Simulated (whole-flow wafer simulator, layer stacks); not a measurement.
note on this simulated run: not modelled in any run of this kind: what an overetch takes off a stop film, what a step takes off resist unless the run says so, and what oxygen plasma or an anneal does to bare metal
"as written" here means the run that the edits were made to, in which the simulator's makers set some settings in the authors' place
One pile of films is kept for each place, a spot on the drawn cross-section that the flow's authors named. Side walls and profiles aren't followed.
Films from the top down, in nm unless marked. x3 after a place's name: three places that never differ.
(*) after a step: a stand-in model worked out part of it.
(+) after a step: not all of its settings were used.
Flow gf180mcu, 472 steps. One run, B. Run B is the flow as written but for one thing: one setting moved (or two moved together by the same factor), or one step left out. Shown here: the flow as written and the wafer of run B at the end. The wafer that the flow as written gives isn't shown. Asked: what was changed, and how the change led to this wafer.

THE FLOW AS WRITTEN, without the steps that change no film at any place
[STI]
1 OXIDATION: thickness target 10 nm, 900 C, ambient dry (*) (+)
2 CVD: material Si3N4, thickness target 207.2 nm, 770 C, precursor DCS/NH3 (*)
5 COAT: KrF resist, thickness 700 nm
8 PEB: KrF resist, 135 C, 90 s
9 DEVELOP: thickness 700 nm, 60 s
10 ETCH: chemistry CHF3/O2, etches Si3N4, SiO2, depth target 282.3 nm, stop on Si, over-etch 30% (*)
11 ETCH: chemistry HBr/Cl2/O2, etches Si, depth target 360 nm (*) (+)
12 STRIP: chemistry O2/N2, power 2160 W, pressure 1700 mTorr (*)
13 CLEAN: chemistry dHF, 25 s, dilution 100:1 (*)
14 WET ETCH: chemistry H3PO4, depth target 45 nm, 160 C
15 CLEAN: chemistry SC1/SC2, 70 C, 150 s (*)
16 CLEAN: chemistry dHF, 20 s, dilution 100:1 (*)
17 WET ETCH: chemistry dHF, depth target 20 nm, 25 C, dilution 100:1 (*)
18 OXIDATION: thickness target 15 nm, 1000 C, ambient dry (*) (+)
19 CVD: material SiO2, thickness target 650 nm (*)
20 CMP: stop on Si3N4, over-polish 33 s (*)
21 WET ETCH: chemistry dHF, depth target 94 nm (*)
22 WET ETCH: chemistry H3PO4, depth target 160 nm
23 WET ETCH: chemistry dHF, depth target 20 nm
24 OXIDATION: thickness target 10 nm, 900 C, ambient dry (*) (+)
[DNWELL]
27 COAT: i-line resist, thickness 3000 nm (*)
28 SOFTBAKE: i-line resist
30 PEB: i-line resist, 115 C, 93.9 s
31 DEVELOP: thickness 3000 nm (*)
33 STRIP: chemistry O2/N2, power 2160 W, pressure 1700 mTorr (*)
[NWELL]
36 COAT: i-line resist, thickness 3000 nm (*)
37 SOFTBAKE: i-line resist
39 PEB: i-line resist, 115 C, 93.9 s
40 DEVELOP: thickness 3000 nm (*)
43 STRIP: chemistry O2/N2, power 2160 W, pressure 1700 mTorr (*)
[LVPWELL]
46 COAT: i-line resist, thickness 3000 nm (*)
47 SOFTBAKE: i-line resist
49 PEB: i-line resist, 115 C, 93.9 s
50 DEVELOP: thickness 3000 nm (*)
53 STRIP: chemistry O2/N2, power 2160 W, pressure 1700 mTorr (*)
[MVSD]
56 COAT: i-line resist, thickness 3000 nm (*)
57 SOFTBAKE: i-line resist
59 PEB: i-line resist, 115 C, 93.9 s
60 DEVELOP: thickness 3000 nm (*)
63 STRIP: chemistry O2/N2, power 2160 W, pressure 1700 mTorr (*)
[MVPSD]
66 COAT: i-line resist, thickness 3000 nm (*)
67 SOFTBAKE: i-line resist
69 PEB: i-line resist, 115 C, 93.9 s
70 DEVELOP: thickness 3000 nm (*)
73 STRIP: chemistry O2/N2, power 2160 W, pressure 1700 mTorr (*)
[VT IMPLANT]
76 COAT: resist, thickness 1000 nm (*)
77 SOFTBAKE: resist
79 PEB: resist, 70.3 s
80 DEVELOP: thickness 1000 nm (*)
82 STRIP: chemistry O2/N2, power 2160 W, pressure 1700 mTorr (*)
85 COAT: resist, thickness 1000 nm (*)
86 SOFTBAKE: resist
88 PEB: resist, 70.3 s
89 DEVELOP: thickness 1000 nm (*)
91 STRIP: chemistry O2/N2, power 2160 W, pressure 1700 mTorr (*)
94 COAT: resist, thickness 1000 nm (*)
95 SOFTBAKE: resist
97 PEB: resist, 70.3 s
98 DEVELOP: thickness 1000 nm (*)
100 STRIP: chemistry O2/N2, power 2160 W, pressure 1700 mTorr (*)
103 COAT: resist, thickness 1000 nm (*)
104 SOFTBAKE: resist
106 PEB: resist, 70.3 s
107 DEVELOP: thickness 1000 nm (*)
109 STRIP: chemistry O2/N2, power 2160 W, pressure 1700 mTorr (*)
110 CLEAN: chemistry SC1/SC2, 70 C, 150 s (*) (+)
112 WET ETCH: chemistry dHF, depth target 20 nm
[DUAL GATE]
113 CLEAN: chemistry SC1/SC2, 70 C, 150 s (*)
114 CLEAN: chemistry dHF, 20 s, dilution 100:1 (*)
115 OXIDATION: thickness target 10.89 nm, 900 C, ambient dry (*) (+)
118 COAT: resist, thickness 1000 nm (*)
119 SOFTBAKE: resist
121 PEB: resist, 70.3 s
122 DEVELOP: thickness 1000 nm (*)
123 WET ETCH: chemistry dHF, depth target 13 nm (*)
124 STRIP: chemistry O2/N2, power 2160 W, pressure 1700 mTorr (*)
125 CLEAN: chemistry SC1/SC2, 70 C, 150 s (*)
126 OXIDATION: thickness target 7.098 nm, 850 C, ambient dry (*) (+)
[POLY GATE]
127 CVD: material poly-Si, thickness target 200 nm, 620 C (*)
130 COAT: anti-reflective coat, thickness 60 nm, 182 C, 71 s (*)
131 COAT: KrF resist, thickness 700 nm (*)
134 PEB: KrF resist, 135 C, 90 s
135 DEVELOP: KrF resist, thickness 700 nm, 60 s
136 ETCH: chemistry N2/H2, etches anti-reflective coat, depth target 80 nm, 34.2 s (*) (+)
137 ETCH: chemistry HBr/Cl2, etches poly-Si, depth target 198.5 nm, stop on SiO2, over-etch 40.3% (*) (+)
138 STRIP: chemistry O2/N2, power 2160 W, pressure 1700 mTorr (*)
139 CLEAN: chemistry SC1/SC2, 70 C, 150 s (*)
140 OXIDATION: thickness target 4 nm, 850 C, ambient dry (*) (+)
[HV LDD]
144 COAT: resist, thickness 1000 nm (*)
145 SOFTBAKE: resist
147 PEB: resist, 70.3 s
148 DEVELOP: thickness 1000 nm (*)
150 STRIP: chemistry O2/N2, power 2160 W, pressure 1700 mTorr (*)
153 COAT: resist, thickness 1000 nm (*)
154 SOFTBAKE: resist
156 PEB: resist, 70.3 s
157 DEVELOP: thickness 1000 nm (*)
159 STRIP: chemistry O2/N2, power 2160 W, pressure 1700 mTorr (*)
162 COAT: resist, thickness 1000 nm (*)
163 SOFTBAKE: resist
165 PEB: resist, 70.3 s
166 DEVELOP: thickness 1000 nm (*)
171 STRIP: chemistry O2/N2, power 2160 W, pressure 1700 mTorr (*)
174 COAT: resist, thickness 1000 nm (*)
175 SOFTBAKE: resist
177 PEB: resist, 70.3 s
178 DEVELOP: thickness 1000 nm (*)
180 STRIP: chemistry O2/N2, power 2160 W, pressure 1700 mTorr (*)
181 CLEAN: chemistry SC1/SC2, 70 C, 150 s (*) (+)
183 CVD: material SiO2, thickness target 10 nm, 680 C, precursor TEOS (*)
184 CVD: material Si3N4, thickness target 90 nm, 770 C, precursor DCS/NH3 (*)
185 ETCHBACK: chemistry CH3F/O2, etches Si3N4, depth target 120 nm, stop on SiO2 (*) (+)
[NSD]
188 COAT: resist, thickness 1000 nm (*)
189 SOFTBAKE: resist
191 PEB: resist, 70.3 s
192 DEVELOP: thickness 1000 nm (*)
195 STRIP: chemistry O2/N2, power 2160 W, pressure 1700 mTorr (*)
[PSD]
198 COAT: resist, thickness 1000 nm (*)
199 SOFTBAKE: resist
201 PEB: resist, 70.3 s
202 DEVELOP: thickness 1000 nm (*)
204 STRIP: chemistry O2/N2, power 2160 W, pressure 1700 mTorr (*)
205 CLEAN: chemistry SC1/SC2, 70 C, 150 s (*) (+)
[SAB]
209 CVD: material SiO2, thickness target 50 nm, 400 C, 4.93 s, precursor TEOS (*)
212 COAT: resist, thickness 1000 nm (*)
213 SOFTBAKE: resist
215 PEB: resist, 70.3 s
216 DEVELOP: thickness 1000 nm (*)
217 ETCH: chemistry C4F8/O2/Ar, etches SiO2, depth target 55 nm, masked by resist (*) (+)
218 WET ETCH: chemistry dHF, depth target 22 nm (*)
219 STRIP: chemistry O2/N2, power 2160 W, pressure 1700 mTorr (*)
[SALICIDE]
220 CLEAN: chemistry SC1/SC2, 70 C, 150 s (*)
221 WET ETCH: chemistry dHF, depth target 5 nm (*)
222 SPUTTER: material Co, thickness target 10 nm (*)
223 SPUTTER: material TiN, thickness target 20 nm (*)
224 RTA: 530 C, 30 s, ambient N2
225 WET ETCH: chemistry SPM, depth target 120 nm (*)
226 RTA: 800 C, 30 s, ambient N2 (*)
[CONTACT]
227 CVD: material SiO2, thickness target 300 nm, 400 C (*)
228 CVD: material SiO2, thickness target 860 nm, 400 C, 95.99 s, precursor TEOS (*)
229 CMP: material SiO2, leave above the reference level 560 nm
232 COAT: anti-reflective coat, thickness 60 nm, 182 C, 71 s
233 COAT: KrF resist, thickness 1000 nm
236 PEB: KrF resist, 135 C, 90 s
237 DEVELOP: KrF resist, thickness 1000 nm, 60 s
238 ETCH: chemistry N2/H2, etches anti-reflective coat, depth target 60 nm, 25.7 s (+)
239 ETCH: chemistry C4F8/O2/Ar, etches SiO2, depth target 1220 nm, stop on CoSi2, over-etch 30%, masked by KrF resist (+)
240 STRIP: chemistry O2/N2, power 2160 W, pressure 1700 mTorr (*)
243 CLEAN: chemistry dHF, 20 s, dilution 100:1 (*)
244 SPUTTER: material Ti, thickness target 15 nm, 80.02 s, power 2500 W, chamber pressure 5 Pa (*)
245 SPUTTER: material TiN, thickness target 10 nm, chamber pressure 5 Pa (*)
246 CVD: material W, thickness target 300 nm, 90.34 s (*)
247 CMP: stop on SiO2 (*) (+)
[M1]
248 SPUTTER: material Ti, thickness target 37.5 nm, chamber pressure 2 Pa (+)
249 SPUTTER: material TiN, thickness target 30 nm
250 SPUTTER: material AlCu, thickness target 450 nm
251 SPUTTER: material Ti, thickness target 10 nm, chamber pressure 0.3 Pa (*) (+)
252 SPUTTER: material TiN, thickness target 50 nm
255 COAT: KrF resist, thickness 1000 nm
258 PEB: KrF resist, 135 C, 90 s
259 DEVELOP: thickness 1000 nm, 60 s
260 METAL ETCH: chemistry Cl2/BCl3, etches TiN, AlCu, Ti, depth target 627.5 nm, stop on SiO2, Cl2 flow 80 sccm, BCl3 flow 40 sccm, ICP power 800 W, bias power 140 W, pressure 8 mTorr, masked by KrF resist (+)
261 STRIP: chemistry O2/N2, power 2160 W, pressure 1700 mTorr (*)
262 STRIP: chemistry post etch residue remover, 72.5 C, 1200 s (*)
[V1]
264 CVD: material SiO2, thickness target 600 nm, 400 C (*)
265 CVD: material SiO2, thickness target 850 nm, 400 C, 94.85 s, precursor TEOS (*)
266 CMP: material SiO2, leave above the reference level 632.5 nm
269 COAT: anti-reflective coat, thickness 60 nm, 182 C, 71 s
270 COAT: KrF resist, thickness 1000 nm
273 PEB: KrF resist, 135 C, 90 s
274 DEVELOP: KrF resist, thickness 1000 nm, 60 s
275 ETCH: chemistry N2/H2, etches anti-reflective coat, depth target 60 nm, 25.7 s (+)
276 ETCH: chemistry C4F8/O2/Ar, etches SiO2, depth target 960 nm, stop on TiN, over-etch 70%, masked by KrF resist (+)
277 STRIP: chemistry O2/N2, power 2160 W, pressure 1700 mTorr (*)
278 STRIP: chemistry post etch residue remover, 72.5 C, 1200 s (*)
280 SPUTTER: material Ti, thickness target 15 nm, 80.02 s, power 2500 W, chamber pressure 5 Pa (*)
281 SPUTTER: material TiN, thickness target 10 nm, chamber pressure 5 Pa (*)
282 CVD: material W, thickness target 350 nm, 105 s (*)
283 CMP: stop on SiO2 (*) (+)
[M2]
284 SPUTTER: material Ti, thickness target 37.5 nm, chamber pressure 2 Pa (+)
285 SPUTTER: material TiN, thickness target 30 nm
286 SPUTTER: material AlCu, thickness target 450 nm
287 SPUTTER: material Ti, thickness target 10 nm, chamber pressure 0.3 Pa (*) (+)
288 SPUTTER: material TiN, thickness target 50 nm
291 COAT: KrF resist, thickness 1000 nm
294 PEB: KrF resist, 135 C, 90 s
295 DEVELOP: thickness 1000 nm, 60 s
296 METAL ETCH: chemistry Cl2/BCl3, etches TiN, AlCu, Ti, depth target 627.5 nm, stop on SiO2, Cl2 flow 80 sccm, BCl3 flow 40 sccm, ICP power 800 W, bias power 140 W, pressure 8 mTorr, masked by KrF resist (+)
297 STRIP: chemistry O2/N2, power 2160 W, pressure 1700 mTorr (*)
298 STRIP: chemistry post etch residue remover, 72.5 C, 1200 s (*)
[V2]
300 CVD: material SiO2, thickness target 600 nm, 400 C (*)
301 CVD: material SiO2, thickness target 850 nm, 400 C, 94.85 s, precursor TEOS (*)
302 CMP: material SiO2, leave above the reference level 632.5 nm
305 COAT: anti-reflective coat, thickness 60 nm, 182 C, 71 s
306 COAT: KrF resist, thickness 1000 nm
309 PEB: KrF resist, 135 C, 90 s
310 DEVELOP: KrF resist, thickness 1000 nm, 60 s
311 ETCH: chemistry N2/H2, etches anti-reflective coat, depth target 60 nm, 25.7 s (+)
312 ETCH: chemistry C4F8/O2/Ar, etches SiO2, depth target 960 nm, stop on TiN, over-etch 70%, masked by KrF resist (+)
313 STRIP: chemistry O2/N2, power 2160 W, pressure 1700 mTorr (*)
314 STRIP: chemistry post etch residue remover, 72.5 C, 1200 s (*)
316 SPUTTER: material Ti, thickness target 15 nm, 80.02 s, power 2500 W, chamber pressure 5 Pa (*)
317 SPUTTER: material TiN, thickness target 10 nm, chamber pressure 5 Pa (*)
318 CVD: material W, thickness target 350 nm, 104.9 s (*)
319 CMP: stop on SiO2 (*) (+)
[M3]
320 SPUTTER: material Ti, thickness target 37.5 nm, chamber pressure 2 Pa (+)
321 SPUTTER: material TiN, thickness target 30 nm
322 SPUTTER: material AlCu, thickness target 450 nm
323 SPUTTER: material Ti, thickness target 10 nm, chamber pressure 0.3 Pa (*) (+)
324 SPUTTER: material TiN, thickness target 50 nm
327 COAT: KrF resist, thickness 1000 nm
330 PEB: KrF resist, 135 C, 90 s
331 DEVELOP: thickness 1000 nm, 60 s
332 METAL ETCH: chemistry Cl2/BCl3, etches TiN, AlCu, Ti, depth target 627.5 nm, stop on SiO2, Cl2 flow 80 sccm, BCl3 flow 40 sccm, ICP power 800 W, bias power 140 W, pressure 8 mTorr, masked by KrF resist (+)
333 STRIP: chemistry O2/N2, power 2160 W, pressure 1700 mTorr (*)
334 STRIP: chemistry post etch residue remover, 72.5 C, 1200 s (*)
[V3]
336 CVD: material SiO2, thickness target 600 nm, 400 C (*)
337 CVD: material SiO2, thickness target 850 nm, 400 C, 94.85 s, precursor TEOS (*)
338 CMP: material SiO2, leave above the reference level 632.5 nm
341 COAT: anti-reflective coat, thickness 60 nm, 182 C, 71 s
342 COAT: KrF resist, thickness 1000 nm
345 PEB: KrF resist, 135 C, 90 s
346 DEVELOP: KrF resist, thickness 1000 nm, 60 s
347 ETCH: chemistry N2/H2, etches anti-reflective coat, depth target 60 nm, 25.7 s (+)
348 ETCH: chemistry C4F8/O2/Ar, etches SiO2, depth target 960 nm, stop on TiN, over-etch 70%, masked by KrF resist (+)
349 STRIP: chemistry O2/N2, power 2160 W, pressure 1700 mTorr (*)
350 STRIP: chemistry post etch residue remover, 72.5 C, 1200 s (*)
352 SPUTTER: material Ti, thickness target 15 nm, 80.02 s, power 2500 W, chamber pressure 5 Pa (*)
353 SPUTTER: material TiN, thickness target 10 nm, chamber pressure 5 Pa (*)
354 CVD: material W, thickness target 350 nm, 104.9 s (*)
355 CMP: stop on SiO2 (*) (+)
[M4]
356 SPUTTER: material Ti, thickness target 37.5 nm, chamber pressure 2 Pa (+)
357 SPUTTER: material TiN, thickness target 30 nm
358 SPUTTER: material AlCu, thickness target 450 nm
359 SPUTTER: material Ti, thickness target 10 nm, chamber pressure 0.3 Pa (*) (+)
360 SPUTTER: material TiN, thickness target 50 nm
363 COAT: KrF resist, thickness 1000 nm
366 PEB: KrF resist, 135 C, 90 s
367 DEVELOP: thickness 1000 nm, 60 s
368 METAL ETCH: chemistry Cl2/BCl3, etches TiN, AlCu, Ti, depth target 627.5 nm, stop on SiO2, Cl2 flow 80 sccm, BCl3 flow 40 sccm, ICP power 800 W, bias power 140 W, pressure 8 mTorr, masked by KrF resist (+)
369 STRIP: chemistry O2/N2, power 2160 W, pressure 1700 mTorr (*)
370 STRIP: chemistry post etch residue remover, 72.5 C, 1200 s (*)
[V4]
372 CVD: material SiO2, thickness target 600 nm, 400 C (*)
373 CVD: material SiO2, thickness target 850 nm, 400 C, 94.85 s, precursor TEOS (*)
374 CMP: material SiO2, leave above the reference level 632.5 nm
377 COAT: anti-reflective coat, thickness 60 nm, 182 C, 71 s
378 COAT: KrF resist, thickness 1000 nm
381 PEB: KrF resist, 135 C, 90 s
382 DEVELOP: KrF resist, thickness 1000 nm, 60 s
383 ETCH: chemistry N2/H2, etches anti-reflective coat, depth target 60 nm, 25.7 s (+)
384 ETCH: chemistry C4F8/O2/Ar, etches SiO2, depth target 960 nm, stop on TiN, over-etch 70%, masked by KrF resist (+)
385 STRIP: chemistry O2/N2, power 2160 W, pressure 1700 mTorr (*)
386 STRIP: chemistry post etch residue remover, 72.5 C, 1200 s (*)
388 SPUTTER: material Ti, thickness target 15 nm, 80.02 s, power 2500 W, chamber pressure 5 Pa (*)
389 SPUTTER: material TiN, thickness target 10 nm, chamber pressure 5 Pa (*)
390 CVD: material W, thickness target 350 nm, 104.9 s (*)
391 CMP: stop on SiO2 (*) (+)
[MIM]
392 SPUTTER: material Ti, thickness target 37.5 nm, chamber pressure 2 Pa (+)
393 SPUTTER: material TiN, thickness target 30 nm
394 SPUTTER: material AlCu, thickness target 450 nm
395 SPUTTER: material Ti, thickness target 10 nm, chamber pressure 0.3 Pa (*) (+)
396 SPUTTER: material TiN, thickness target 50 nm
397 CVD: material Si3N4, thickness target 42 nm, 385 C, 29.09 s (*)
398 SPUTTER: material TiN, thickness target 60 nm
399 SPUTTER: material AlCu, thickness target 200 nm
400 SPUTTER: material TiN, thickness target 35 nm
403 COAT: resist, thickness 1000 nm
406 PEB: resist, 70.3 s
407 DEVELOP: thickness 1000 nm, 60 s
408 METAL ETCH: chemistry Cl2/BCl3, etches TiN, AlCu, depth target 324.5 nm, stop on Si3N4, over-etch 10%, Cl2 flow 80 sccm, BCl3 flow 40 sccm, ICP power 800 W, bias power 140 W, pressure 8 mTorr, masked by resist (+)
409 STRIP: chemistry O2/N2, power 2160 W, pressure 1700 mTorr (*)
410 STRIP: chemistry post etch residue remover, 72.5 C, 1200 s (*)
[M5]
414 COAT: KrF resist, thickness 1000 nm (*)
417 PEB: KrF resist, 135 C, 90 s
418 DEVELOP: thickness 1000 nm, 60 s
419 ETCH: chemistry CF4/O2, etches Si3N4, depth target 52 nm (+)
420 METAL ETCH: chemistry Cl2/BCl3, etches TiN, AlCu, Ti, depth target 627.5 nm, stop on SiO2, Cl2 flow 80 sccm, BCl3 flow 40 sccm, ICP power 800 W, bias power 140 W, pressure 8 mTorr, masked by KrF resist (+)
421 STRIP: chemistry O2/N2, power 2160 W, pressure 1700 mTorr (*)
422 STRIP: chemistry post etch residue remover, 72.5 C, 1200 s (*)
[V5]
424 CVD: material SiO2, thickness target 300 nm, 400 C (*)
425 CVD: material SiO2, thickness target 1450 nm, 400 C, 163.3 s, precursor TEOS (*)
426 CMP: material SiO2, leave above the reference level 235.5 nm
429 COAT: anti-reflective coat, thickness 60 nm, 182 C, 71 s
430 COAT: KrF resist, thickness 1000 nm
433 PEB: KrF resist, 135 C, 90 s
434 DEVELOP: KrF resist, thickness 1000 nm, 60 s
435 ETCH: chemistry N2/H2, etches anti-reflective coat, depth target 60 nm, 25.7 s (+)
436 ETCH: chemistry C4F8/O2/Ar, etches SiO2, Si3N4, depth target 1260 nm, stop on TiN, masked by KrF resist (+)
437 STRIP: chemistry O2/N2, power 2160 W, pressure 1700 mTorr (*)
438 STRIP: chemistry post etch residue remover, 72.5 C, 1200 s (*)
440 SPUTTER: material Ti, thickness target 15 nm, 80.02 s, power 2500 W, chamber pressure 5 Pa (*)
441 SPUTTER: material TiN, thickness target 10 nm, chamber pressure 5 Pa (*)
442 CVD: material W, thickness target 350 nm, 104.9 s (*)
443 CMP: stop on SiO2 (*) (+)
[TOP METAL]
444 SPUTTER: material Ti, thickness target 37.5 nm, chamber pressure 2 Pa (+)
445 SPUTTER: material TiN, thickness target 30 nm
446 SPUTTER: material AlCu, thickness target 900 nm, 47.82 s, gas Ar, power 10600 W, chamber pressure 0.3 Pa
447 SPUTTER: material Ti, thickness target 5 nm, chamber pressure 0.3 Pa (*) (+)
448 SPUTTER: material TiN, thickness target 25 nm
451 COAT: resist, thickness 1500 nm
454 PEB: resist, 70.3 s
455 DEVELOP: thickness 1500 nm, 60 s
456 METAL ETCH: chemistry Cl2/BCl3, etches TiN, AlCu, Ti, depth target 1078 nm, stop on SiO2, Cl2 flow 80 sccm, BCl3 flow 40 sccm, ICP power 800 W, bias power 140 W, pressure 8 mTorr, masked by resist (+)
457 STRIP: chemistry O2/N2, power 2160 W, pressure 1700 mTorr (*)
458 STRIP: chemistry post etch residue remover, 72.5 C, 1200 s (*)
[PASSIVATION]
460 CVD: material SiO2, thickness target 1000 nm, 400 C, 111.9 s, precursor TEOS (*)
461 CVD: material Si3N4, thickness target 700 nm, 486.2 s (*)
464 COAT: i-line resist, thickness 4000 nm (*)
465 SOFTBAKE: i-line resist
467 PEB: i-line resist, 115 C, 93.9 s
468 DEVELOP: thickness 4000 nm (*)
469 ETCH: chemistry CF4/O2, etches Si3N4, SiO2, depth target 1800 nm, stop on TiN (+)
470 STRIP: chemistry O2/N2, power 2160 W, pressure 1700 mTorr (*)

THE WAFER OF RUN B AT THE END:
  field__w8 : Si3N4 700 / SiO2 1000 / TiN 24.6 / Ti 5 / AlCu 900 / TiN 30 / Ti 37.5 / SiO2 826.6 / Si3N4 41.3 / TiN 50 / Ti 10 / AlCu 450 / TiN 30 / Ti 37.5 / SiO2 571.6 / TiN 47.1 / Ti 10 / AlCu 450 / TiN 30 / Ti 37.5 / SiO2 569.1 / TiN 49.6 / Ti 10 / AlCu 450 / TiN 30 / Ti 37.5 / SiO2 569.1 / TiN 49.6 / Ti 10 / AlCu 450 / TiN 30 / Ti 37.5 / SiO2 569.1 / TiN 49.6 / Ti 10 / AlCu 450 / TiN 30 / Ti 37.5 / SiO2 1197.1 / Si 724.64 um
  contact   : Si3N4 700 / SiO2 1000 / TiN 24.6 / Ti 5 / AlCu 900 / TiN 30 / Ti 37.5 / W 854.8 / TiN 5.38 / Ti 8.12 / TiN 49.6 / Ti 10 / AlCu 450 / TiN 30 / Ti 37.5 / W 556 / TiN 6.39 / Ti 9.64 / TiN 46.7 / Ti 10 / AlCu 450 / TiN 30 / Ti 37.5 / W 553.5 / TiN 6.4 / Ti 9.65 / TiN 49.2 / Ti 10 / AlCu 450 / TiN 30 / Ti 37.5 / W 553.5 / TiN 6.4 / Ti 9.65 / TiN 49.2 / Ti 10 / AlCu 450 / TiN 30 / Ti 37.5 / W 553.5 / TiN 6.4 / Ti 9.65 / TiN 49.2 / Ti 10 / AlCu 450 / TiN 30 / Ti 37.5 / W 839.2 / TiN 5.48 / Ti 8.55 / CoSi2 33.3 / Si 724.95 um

The cause: step 360, SPUTTER: thickness target 47.5 nm was run, where the flow has thickness target 50 nm.

How the change led to this, step by step:
  360 SPUTTER: material TiN, thickness target 50 nm
      field, field__w1, field__w2 and 108 more: TiN +47.5 (new film) (as written it would be: TiN +50 (new film))
  368 METAL ETCH: chemistry Cl2/BCl3, etches TiN, AlCu, Ti, depth target 627.5 nm, stop on SiO2, Cl2 flow 80 sccm, BCl3 flow 40 sccm, ICP power 800 W, bias power 140 W, pressure 8 mTorr, masked by KrF resist (+)
      field, field__w1, field__w2 and 103 more: TiN -47.5 (all of it), Ti -10 (all of it), AlCu -450 (all of it), TiN -30 (all of it), Ti -37.5 (all of it) (as written it would be: TiN -50 (all of it), Ti -10 (all of it), AlCu -450 (all of it), TiN -30 (all of it), Ti -37.5 (all of it))
